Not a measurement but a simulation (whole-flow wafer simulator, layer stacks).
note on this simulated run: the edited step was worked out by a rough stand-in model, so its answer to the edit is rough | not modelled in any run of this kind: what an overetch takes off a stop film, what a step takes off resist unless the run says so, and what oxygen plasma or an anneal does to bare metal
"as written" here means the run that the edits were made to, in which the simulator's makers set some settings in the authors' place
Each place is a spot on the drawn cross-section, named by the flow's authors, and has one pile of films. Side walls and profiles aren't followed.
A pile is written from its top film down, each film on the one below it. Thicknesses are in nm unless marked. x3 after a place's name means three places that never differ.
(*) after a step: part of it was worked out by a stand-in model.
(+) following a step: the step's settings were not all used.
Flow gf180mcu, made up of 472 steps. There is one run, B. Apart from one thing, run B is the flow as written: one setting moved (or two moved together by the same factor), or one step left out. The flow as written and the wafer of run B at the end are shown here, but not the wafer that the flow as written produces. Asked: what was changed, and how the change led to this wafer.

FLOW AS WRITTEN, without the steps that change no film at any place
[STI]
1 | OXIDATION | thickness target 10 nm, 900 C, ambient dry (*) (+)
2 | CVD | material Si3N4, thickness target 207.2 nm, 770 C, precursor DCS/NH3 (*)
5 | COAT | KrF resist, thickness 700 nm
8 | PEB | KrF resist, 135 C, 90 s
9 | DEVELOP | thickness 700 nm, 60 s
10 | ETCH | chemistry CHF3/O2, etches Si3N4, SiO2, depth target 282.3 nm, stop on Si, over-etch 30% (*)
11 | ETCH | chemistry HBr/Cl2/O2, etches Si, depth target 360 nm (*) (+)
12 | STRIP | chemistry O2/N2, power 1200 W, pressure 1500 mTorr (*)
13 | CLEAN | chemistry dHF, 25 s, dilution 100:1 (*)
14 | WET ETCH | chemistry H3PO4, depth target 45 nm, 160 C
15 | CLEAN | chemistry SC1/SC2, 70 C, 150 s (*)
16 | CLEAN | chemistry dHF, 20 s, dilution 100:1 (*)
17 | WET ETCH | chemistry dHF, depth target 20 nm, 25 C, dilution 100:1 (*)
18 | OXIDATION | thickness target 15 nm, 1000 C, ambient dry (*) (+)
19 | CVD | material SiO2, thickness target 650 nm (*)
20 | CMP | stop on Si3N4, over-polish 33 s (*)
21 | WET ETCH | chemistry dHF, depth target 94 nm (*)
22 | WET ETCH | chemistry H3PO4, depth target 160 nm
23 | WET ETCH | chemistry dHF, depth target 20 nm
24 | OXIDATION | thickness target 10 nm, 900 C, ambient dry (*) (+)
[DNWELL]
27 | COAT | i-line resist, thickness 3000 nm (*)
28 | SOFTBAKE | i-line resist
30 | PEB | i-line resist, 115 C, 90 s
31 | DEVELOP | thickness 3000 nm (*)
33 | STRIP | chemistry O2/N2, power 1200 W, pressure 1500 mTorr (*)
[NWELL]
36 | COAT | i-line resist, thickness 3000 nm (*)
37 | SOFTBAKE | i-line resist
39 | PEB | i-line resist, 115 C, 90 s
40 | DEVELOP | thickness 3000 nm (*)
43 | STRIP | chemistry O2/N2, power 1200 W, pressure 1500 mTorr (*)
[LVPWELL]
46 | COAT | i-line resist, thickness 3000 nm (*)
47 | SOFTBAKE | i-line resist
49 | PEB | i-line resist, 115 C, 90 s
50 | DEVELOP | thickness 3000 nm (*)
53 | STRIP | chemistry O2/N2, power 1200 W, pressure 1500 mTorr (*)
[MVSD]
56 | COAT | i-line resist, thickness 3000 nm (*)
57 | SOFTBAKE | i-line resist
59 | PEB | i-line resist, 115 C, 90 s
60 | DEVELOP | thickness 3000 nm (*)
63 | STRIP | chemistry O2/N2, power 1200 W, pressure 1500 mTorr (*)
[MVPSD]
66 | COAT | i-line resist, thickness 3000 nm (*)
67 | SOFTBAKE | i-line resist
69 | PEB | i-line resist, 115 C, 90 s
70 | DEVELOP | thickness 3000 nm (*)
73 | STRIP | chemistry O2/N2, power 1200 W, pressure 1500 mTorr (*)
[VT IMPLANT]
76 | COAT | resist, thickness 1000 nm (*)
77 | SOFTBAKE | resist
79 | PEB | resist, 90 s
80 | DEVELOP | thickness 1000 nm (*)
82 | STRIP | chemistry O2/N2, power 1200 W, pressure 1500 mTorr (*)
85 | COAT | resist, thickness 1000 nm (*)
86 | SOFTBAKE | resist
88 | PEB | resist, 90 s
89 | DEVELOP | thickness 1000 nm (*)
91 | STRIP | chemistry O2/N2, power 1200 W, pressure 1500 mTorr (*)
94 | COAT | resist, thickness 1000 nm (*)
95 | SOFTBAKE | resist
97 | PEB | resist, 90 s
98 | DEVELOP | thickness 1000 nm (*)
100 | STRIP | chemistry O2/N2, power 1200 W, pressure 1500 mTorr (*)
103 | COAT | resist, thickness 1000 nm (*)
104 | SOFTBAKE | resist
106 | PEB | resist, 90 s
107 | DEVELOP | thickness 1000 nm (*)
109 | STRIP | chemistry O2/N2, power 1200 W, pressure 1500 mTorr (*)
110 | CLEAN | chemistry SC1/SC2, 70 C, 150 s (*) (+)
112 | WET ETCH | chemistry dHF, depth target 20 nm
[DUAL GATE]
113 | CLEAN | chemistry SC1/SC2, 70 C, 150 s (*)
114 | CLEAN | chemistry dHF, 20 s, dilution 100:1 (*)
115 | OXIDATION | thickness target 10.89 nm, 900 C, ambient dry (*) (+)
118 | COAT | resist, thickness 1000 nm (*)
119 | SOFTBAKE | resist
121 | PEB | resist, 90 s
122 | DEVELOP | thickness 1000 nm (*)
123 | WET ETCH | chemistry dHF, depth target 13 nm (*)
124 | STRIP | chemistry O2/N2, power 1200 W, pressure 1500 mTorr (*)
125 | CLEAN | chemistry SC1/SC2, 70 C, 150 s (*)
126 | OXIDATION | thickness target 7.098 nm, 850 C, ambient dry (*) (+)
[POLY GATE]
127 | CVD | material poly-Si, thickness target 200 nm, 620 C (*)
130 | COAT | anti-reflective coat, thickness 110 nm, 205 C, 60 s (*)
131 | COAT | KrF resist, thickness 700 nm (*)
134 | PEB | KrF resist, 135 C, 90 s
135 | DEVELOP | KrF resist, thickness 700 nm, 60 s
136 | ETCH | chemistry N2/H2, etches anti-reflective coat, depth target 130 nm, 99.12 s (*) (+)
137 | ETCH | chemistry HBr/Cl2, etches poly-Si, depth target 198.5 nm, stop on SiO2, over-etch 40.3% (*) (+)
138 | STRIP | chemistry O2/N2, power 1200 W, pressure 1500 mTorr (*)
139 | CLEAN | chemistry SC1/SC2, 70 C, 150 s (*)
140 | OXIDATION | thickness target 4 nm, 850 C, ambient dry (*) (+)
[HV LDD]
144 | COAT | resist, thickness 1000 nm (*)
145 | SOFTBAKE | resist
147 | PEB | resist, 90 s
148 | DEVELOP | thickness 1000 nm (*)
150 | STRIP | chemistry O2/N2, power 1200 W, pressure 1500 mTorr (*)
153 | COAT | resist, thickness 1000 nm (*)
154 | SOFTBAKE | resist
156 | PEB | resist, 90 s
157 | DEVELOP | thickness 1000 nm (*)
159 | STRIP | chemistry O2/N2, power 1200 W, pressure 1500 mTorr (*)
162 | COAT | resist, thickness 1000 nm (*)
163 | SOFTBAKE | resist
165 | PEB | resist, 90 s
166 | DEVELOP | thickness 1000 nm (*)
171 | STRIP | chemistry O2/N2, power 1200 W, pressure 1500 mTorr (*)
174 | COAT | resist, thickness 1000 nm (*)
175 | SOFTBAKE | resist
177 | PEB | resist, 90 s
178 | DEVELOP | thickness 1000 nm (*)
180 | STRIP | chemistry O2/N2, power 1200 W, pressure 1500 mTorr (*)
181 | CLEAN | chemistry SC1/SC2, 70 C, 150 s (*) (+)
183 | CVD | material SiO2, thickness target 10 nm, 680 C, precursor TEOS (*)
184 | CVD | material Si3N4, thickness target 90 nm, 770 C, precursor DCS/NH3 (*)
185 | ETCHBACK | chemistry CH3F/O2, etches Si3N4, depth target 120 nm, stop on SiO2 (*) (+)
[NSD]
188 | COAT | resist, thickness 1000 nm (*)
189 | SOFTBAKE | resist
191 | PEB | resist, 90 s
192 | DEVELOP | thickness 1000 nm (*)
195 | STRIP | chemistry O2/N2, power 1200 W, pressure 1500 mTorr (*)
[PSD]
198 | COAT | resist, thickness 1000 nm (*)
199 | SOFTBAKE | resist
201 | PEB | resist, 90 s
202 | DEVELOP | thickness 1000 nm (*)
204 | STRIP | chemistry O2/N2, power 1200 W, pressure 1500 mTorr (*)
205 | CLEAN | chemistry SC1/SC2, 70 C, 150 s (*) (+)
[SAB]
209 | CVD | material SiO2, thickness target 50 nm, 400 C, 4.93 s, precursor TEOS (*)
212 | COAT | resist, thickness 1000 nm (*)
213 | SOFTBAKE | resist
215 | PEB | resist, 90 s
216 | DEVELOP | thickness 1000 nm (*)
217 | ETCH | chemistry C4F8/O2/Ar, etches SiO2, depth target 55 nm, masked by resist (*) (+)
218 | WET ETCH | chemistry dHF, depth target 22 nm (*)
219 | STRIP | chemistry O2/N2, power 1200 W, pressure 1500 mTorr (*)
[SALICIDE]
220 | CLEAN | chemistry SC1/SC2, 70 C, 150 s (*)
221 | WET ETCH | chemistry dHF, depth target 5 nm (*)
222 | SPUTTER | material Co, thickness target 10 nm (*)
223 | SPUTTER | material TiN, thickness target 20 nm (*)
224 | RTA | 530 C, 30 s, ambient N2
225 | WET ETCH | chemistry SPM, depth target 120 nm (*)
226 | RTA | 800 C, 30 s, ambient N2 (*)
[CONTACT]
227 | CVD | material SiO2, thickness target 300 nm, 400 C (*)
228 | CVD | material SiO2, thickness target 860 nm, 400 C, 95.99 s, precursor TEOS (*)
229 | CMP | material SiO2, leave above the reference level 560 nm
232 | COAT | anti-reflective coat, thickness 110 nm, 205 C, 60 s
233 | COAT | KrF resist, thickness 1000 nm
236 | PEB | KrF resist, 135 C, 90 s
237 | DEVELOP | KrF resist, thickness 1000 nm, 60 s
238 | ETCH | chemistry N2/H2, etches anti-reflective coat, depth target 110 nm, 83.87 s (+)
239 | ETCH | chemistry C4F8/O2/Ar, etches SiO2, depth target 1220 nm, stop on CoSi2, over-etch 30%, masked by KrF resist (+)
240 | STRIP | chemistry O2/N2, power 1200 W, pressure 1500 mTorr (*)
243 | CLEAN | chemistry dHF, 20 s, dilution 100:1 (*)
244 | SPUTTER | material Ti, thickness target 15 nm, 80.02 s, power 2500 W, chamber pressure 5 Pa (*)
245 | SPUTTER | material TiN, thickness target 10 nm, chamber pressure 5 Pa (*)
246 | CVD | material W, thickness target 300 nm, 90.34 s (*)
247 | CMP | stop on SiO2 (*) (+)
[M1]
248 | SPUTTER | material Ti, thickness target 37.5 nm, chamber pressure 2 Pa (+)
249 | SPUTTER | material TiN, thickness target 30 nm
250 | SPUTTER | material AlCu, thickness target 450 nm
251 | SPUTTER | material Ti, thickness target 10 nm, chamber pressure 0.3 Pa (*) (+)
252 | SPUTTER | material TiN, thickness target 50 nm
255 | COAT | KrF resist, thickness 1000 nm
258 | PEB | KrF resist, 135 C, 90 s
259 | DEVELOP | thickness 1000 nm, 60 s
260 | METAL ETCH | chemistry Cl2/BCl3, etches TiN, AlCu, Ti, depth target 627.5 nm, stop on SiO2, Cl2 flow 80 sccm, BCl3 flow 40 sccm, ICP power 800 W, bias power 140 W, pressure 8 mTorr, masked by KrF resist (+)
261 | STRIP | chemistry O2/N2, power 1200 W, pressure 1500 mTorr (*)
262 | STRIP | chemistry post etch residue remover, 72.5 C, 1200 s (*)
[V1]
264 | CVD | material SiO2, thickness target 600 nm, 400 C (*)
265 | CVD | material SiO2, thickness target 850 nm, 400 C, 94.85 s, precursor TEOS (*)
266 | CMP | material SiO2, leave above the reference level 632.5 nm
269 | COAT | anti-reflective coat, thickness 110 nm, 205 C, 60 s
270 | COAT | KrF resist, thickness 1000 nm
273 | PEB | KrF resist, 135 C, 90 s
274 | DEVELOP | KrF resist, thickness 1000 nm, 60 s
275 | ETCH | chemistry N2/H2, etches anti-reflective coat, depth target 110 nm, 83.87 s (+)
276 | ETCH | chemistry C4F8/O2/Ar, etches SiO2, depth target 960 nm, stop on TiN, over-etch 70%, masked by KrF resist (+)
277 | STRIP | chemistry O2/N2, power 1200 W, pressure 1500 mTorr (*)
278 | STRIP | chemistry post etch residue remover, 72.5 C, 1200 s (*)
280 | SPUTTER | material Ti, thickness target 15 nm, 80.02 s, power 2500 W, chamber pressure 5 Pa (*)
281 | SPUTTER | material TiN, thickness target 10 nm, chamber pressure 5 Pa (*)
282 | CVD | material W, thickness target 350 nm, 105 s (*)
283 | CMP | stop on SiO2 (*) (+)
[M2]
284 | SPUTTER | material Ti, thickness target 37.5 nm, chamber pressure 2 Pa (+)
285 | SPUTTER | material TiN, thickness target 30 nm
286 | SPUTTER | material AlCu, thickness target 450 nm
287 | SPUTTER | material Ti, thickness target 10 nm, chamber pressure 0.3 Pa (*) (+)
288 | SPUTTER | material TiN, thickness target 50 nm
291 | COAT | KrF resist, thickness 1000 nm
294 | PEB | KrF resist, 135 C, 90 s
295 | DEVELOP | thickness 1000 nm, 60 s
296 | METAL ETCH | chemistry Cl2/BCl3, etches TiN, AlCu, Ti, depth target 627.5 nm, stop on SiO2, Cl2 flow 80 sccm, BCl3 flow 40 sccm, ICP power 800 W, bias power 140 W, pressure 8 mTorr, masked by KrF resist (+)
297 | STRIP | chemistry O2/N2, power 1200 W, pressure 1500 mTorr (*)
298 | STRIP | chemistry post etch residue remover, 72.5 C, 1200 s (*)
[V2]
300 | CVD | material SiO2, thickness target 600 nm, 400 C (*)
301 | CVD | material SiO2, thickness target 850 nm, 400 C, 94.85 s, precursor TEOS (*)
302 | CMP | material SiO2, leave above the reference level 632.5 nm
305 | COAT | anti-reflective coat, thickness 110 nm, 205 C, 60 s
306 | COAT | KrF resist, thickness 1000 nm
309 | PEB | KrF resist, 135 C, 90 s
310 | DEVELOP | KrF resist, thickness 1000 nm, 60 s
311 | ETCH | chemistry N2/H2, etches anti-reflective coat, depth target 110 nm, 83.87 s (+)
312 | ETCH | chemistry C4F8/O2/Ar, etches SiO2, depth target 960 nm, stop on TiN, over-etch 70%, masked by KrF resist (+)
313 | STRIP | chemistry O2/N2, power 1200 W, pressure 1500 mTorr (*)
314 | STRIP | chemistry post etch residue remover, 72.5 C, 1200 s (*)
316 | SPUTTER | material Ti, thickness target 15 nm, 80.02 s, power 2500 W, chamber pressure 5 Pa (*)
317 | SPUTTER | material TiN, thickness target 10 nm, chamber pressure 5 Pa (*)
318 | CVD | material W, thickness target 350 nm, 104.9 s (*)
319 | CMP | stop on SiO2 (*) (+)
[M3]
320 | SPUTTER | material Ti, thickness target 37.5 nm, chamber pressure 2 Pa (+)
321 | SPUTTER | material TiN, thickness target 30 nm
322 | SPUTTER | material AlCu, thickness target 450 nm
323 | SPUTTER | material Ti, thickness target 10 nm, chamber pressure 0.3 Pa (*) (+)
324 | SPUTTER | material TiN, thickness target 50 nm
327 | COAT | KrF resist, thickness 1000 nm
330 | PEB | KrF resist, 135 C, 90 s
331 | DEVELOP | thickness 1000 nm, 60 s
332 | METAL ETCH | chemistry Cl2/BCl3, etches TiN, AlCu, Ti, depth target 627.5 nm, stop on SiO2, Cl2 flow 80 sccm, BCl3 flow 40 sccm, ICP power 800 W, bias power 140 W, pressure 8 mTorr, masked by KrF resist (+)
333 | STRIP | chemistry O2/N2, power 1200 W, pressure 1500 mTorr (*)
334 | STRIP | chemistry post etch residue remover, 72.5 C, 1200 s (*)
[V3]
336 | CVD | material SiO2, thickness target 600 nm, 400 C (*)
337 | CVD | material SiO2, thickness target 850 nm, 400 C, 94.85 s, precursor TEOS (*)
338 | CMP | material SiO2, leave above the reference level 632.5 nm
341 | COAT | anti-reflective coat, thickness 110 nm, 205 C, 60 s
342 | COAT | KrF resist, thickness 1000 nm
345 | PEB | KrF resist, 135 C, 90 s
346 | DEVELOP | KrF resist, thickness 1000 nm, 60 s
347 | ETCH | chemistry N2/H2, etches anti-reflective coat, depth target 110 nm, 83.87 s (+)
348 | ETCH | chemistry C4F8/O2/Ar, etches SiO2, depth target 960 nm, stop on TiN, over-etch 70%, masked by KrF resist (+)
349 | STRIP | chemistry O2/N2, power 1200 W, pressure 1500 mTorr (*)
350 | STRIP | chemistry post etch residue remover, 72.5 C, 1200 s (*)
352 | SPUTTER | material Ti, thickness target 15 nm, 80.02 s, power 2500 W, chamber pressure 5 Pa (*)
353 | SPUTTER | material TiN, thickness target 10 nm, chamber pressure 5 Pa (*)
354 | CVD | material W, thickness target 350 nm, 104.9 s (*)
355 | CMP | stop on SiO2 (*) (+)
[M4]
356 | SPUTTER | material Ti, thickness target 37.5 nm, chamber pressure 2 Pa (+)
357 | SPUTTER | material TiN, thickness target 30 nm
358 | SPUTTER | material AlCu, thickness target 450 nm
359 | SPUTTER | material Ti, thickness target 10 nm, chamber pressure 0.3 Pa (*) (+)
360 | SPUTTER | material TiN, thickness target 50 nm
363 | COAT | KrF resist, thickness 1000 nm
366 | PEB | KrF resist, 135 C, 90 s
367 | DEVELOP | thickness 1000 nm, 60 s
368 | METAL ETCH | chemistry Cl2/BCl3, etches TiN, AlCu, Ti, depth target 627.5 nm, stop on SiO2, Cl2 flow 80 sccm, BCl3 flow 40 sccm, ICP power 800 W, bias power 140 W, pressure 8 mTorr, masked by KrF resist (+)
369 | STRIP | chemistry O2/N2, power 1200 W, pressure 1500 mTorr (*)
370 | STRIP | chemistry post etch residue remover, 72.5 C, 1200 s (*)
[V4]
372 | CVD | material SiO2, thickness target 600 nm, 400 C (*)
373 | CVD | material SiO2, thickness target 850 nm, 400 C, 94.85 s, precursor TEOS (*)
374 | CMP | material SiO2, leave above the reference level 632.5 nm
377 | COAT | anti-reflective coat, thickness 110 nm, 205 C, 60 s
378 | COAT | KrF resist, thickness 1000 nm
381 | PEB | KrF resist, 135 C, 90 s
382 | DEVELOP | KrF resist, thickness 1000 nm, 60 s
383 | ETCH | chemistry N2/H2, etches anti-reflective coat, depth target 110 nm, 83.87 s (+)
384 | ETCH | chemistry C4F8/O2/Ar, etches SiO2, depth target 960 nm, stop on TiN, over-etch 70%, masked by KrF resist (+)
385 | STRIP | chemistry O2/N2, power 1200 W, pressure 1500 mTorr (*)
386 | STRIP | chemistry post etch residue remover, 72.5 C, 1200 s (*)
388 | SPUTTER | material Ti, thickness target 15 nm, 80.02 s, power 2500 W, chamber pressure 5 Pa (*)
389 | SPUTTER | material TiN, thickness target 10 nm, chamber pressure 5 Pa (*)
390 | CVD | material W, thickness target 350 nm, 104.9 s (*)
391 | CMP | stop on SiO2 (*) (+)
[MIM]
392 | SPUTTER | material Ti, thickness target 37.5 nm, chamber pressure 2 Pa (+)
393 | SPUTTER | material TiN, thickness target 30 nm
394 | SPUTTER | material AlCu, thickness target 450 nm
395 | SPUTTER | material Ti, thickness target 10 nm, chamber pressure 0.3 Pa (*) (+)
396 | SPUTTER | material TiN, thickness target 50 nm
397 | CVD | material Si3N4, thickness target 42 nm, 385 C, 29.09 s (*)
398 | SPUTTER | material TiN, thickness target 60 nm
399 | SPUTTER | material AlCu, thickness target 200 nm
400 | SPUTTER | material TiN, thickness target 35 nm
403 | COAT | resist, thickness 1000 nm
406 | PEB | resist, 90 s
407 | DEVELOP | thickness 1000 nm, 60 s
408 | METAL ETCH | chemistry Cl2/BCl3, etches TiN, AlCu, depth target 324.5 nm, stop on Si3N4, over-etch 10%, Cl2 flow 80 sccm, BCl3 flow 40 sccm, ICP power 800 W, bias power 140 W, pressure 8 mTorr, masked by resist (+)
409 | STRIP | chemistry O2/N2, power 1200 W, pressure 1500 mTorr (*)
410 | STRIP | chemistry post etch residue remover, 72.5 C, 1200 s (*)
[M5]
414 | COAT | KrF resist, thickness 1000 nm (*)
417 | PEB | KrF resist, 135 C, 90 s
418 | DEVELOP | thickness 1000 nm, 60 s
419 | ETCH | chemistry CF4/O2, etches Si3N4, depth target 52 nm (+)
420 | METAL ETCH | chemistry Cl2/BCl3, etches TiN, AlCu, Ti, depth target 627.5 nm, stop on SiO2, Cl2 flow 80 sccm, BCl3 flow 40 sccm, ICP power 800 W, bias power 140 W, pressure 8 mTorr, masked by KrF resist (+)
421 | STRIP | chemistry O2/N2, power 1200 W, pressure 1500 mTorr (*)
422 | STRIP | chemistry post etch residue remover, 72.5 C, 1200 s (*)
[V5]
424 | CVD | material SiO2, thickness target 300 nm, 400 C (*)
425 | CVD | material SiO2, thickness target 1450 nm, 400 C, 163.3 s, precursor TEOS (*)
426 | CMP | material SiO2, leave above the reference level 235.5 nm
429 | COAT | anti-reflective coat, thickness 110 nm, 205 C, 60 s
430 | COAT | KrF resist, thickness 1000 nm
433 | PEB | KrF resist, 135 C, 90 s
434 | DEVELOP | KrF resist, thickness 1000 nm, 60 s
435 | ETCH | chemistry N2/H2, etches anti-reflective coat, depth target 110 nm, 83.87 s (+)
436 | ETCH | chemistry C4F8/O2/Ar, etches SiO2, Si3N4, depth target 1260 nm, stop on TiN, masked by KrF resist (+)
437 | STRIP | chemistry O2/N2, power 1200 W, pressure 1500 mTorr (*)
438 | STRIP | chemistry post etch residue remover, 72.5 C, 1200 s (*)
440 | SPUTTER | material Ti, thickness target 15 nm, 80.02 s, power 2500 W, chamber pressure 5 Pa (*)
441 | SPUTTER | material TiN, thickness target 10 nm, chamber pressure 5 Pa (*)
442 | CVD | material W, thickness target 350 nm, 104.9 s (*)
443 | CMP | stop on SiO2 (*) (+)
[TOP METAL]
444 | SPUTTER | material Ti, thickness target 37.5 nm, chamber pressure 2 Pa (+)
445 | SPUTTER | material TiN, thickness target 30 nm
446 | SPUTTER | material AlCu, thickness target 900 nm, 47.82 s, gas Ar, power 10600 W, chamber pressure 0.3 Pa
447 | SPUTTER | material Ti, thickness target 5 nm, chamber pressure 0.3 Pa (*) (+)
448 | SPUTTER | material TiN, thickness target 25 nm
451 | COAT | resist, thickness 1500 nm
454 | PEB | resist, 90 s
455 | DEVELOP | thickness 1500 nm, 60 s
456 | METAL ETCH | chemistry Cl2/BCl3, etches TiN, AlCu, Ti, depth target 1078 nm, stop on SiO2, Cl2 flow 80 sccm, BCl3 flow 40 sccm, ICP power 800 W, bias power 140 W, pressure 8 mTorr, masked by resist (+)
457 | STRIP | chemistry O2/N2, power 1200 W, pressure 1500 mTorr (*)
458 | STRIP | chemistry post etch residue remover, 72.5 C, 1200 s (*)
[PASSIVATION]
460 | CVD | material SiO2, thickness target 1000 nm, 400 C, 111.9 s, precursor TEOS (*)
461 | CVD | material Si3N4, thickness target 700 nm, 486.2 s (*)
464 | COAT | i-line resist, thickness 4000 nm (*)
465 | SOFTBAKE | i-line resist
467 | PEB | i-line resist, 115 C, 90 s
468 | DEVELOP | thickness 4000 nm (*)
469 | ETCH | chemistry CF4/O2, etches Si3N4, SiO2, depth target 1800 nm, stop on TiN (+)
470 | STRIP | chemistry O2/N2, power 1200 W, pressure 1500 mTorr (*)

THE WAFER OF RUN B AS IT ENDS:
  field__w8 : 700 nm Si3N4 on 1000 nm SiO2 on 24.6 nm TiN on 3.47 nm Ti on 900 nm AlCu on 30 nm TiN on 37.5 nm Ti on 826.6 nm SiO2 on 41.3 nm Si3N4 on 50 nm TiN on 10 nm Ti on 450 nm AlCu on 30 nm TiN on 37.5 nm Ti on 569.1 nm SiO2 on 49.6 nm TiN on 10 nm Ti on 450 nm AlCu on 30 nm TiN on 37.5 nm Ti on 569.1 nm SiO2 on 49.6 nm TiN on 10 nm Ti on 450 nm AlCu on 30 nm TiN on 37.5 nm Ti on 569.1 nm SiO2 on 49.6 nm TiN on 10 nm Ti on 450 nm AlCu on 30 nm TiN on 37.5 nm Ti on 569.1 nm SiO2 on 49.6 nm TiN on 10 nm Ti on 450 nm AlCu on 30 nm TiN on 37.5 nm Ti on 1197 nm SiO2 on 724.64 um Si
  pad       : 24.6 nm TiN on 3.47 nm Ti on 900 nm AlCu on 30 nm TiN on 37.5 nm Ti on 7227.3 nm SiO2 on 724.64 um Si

Cause: step 447, SPUTTER: thickness target 3.47 nm was run, whereas the flow has thickness target 5 nm.
The wafer itself shows it: field__w8 has Ti 3.47, and step 447 as written asks for 5 nm.

Step by step, how the change led to this:
  447 | SPUTTER | material Ti, thickness target 5 nm, chamber pressure 0.3 Pa (*) (+)
      field, field__w1, field__w2 and 109 more: Ti gains 3.47 (new film) (it would be, as written: Ti gains 5 (new film))
  456 | METAL ETCH | chemistry Cl2/BCl3, etches TiN, AlCu, Ti, depth target 1078 nm, stop on SiO2, Cl2 flow 80 sccm, BCl3 flow 40 sccm, ICP power 800 W, bias power 140 W, pressure 8 mTorr, masked by resist (+)
      field, field__w1, field__w2 and 103 more: TiN loses 25 (all of it), Ti loses 3.47 (all of it), AlCu loses 900 (all of it), TiN loses 30 (all of it), Ti loses 37.5 (all of it) (it would be, as written: TiN loses 25 (all of it), Ti loses 5 (all of it), AlCu loses 900 (all of it), TiN loses 30 (all of it), Ti loses 37.5 (all of it))
